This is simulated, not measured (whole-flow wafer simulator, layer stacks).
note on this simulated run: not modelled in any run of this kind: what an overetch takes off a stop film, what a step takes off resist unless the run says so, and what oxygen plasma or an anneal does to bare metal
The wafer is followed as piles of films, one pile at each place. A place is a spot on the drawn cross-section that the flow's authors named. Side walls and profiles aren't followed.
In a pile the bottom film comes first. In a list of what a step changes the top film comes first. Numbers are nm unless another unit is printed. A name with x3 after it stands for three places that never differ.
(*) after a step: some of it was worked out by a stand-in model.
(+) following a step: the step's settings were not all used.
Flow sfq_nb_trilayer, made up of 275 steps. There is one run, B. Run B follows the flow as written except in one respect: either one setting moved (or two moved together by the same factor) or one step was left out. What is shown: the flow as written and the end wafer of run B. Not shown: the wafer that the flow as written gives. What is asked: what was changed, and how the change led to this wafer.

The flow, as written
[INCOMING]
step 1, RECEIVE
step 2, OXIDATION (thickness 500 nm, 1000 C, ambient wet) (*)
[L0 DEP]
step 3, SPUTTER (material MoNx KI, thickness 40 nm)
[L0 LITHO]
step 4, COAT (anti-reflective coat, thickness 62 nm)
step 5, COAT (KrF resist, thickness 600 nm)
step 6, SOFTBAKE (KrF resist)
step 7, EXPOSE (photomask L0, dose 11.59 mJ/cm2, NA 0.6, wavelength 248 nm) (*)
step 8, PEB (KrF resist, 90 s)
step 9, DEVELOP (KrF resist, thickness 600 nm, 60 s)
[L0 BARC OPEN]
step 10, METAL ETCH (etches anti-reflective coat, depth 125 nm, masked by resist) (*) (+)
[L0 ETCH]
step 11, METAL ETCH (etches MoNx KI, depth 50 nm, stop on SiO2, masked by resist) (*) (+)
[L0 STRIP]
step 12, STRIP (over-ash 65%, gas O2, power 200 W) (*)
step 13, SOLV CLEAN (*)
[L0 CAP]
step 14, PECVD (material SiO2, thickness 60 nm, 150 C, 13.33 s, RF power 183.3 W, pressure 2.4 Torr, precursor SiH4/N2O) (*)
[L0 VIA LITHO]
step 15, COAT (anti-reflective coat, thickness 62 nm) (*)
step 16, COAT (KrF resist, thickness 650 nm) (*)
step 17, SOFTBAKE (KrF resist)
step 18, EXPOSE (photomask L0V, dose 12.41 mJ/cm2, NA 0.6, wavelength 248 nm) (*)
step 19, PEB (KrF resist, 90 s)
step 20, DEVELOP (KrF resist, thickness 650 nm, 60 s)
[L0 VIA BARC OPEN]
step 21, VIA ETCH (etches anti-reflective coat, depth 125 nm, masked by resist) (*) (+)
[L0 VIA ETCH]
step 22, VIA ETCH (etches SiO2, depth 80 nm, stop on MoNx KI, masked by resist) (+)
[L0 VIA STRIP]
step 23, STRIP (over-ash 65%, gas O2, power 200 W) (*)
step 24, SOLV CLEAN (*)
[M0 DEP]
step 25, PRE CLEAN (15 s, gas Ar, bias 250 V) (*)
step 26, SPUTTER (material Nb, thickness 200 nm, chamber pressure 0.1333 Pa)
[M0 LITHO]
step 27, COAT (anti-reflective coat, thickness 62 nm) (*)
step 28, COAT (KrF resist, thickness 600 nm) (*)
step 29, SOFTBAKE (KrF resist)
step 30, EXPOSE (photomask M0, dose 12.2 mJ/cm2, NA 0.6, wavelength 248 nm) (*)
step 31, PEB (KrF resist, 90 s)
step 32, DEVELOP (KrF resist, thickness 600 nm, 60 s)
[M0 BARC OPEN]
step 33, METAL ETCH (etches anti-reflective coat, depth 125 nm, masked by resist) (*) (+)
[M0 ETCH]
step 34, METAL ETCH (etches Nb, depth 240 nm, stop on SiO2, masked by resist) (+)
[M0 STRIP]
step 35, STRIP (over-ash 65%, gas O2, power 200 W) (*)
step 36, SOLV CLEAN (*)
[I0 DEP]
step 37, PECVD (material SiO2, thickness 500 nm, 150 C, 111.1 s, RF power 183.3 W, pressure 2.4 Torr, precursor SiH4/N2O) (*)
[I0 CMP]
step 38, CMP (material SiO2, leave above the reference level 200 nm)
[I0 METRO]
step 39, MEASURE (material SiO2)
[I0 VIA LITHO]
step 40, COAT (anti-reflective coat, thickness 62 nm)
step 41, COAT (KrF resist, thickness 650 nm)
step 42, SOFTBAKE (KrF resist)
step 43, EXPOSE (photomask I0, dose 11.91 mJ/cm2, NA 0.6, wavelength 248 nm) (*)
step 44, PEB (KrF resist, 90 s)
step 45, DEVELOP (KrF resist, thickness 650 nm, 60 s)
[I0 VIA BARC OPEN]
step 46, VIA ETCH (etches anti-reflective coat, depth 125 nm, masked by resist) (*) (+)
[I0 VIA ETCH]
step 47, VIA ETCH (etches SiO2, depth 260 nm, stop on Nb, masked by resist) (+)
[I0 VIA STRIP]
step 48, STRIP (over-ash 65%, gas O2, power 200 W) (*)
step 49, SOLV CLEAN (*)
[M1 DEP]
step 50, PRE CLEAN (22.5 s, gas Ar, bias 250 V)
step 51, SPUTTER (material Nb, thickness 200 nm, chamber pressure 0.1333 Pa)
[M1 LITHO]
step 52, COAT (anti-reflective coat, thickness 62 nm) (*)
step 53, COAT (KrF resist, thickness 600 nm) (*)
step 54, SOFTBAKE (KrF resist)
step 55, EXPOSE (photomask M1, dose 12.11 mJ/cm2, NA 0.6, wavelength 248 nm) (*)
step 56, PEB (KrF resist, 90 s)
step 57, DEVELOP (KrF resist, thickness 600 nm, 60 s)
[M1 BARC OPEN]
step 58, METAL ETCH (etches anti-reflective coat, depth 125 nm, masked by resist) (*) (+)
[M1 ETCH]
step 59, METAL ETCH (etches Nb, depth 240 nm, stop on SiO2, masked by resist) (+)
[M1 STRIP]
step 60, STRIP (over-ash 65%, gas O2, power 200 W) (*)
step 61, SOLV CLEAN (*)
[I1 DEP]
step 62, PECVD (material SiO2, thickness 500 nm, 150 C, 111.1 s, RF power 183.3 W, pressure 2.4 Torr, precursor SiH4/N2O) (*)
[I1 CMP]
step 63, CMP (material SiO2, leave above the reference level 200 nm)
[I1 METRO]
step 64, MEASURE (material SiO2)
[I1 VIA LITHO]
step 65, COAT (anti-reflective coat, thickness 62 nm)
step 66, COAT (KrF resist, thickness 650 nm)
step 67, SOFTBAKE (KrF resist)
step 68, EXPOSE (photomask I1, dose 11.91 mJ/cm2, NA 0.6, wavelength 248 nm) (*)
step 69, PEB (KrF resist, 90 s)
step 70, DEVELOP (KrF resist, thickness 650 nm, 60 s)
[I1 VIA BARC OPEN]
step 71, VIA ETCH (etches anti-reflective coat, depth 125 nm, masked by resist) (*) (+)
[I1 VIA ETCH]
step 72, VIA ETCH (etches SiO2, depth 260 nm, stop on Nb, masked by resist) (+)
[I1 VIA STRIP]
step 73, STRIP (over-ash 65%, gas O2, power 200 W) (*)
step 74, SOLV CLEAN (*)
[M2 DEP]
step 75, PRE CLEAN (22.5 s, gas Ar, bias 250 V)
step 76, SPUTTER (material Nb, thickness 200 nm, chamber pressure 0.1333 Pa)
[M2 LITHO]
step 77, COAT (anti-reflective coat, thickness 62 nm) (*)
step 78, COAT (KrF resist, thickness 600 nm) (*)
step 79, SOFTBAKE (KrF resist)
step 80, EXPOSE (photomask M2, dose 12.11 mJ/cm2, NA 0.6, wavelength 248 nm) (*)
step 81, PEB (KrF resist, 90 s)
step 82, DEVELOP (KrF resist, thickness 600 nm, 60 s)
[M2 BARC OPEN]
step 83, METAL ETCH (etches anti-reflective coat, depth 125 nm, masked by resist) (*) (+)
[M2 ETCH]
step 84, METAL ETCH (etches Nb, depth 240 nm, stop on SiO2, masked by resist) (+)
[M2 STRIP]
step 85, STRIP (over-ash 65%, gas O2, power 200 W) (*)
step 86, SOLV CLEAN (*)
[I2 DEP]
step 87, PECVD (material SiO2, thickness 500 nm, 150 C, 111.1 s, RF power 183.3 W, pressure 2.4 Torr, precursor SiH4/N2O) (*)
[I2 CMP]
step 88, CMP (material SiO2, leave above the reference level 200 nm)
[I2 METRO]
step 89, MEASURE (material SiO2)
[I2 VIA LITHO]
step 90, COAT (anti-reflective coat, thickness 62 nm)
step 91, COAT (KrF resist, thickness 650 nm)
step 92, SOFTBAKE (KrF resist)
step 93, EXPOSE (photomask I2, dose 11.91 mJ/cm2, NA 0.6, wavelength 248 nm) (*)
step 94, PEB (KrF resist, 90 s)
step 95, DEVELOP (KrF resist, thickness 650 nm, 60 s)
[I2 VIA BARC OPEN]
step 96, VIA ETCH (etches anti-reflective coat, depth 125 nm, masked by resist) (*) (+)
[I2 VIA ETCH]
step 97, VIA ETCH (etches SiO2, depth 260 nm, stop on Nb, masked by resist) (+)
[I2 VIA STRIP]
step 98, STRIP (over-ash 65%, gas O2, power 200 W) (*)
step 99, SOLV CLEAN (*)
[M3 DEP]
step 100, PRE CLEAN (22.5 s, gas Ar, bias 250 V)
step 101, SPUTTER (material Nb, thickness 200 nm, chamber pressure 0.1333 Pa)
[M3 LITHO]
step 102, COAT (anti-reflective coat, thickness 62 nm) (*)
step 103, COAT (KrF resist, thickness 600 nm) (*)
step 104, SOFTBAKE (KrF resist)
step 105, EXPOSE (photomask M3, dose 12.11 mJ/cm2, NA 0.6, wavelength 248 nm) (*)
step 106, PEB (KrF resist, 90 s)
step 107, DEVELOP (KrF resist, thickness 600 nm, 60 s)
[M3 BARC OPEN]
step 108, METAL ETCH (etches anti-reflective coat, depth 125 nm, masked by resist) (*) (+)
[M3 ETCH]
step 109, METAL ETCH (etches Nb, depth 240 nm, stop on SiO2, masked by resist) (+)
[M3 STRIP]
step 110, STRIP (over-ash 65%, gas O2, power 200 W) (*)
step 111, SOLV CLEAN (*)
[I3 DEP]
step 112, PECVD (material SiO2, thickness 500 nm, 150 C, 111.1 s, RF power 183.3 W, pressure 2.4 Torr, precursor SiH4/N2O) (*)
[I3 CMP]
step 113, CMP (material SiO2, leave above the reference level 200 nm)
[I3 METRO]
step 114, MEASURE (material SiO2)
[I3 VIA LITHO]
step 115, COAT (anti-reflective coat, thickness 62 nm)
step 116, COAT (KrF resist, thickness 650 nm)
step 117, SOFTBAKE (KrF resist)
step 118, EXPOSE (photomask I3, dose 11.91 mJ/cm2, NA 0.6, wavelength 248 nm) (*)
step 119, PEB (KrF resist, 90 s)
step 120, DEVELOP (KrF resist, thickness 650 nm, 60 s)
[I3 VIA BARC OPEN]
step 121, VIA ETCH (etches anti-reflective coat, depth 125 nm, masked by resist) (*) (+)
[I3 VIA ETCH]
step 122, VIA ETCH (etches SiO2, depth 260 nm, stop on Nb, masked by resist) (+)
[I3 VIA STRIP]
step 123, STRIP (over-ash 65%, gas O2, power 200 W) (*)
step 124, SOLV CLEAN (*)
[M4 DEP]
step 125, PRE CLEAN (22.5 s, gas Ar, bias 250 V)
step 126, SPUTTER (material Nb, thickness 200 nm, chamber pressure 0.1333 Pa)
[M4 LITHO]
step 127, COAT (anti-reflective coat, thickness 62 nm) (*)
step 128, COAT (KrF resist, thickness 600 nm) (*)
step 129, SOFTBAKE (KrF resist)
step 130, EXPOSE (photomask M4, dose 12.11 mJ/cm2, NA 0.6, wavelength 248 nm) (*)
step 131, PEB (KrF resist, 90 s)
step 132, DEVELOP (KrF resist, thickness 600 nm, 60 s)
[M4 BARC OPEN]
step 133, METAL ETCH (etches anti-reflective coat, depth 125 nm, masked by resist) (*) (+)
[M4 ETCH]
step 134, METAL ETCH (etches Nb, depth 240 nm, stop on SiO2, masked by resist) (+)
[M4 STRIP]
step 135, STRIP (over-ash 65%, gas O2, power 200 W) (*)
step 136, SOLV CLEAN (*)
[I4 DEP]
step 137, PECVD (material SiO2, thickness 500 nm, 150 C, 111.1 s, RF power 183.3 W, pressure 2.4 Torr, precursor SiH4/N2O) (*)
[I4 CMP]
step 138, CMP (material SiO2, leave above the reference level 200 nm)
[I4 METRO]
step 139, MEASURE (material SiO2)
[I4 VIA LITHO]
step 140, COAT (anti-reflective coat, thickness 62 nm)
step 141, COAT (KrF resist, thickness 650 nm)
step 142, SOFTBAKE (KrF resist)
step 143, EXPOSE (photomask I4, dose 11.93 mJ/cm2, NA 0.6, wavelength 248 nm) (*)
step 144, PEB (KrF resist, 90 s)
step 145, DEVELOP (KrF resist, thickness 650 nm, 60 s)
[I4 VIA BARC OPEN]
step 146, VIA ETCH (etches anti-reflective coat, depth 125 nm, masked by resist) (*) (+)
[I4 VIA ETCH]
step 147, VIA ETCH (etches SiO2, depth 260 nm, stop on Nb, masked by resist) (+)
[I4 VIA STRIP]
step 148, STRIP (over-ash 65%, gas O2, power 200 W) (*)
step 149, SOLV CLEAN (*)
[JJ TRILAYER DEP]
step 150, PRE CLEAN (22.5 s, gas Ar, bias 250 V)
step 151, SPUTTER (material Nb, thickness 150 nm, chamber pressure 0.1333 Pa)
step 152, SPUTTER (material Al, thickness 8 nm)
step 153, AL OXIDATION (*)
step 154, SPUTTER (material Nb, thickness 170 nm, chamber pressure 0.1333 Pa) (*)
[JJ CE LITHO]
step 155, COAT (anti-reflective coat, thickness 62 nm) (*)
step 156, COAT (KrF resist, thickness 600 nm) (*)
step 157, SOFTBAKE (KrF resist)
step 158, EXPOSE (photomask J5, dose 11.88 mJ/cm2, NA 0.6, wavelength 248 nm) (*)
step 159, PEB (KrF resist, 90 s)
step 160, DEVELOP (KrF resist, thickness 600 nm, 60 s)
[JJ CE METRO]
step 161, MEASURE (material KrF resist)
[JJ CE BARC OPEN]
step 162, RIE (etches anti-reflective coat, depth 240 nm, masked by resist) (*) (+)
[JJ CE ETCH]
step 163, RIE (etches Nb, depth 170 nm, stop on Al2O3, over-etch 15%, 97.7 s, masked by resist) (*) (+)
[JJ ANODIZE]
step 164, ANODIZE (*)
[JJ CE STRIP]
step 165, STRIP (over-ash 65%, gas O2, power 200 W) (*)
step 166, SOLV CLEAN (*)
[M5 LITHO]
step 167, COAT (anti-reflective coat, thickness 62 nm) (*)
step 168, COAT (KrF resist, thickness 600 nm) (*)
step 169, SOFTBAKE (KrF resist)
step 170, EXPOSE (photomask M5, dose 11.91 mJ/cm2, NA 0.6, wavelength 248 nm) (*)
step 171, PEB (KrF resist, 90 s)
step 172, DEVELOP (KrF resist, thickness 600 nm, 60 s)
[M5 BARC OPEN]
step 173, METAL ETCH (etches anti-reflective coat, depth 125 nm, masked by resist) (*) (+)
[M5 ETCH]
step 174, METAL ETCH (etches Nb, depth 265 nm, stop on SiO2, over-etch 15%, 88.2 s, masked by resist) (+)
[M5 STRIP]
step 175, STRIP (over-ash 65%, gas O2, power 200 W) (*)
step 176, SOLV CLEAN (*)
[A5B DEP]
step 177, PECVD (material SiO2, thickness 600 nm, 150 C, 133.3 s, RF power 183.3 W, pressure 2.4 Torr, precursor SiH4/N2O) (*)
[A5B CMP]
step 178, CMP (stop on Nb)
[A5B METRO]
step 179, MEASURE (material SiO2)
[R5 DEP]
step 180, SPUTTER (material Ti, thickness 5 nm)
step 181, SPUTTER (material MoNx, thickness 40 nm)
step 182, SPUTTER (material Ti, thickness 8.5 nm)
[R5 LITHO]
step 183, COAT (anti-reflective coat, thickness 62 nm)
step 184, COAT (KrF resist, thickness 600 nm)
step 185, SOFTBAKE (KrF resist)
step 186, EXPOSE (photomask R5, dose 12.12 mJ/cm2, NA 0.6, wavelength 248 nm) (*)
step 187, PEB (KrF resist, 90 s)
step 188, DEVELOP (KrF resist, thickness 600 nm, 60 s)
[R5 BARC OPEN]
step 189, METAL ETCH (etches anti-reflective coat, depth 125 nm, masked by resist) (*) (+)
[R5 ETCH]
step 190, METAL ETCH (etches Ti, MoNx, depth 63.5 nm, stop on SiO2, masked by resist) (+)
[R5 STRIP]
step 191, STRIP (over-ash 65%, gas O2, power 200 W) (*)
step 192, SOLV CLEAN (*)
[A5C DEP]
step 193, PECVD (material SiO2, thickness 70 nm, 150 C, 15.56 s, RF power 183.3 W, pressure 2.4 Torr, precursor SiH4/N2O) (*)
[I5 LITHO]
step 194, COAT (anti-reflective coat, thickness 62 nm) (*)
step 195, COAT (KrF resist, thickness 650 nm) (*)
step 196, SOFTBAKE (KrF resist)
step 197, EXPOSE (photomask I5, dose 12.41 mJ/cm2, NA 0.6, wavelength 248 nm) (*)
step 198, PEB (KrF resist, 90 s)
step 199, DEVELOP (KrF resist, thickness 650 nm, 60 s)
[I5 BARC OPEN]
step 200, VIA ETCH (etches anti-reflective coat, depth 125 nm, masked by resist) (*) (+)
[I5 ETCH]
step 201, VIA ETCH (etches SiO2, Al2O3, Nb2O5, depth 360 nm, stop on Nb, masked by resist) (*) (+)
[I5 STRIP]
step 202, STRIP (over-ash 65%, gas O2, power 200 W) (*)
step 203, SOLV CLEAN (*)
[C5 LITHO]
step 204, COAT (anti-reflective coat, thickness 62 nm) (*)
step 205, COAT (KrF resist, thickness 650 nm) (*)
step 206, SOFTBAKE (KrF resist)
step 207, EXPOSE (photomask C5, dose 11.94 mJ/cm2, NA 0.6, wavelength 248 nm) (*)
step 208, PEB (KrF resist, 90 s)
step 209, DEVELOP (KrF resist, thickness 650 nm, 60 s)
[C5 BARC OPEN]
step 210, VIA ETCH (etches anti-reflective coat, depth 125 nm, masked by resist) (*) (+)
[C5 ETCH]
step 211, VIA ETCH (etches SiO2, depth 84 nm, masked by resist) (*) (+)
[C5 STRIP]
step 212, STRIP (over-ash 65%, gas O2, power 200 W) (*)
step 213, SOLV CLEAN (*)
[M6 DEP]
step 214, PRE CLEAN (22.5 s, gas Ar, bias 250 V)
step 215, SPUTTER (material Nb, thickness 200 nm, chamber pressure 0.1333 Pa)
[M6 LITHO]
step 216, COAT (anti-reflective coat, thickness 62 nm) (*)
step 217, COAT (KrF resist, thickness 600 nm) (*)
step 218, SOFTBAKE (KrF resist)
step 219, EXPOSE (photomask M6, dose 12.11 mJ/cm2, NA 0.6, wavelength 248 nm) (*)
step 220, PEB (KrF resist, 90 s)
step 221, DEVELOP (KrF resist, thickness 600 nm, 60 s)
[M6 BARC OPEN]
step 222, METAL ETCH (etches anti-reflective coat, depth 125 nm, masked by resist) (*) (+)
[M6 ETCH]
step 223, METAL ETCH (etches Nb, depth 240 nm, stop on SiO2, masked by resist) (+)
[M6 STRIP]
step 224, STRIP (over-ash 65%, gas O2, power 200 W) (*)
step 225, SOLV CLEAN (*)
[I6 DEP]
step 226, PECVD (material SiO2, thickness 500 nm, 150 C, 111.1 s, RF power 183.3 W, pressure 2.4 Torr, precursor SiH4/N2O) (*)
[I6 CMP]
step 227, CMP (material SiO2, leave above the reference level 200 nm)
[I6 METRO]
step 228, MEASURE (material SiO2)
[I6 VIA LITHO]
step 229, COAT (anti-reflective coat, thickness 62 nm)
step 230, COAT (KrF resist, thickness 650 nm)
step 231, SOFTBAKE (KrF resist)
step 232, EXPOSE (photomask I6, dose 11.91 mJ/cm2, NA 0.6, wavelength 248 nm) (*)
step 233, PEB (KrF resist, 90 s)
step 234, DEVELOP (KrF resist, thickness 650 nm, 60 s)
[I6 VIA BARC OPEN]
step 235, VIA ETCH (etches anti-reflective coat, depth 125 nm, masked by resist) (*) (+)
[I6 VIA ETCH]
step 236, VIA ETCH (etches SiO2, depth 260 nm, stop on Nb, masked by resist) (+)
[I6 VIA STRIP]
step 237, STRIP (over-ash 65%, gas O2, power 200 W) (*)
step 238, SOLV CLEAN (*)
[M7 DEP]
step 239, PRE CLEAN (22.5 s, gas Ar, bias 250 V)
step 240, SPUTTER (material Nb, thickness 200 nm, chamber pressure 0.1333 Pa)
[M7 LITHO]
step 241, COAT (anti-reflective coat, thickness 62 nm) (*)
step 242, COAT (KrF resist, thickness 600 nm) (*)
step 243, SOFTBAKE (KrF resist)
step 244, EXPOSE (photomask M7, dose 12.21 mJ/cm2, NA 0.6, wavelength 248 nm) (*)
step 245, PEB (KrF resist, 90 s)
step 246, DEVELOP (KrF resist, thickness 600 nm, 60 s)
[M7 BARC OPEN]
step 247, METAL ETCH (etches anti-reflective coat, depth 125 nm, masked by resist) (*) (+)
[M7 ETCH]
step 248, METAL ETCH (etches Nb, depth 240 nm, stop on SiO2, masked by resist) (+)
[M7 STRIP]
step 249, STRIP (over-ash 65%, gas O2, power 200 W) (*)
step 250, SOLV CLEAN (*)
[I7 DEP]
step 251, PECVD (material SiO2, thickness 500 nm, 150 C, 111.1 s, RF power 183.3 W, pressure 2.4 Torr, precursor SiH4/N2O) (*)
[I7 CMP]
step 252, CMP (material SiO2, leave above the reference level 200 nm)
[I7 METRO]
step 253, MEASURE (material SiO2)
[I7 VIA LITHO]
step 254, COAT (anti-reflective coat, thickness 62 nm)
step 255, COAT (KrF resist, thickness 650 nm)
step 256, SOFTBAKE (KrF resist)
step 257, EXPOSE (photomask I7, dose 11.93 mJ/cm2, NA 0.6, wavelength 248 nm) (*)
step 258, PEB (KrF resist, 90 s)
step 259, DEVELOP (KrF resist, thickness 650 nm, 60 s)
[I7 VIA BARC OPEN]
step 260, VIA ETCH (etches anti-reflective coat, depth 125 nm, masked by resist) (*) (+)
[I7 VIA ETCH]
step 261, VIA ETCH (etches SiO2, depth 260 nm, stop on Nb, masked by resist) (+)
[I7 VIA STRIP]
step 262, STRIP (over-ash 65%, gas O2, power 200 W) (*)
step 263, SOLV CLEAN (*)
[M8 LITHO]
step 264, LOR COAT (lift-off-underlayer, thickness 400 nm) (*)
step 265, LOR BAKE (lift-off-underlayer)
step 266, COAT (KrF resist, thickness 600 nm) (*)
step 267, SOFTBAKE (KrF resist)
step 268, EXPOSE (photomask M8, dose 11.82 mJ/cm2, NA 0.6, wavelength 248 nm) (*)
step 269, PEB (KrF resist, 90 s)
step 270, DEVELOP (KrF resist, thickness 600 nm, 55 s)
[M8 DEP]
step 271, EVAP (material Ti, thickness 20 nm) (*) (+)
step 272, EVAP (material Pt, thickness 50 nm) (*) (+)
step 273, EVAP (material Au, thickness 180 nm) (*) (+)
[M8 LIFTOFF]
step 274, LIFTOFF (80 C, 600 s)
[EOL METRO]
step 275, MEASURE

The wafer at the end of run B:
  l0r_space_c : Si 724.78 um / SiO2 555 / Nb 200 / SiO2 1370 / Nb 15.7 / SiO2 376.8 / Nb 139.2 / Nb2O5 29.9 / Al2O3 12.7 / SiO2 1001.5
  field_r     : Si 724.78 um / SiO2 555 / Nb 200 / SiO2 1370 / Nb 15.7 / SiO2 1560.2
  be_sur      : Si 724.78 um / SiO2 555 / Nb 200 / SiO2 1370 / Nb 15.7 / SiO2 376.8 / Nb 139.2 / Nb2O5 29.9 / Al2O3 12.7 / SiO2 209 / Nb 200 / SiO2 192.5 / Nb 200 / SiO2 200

Cause: step 134, METAL ETCH: depth 184.3 nm was run, whereas the flow has depth 240 nm.

The path from the change to this, step by step:
  step 134, METAL ETCH (etches Nb, depth 240 nm, stop on SiO2, masked by resist) (+)
      field_l, be, be_sur and 64 more: -184.3 Nb (in the flow as written it would be: -200 Nb (all of it))
      v_sur, via_wl, via_w and 36 more: -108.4 KrF resist (in the flow as written it would be: -141.2 KrF resist)
  step 135, STRIP (over-ash 65%, gas O2, power 200 W) (*)
      p4_fl x3, p4_w1 x9, p4_g1 x2 and 15 more: -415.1 KrF resist (all of it), -62 anti-reflective coat (all of it) (in the flow as written it would be: -382.4 KrF resist (all of it), -62 anti-reflective coat (all of it))
      ln_m5, lsp_m, ln_m6: -414.7 KrF resist (all of it), -61.8 anti-reflective coat (all of it) (in the flow as written it would be: -381.9 KrF resist (all of it), -61.8 anti-reflective coat (all of it))
      (as well as at 7 more places)
  step 137, PECVD (material SiO2, thickness 500 nm, 150 C, 111.1 s, RF power 183.3 W, pressure 2.4 Torr, precursor SiH4/N2O) (*)
      field_l, be, be_sur and 55 more: +500 SiO2 (new film) (in the flow as written it would be: +500 SiO2)
      p3_s0 x6: +541.4 SiO2 (new film) (in the flow as written it would be: +557.1 SiO2)
      (as well as at 3 more places)
  step 138, CMP (material SiO2, leave above the reference level 200 nm)
      field_l, be, be_sur and 55 more: -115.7 SiO2 (in the flow as written it would be: -100 SiO2)
      lsp_r, l0_sur, l0v: -108.2 SiO2 (in the flow as written it would be: -91.9 SiO2)
If metal films that touch count as one body, l0r_space_c has 3 bodies (between them, from the top down: SiO2 376.8; SiO2 1370); the flow as written gives 2 bodies (between them, from the top down: SiO2 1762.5).
If metal films that touch count as one body, field_r has 2 bodies (between them, from the top down: SiO2 1370); the flow as written gives 1 body.
If metal films that touch count as one body, be_sur has 5 bodies (between them, from the top down: SiO2 192.5; SiO2 209 / Al2O3 12.7 / Nb2O5 29.9; SiO2 376.8; SiO2 1370); the flow as written gives 4 bodies (between them, from the top down: SiO2 192.5; SiO2 209 / Al2O3 12.7 / Nb2O5 29.9; SiO2 1762.5).
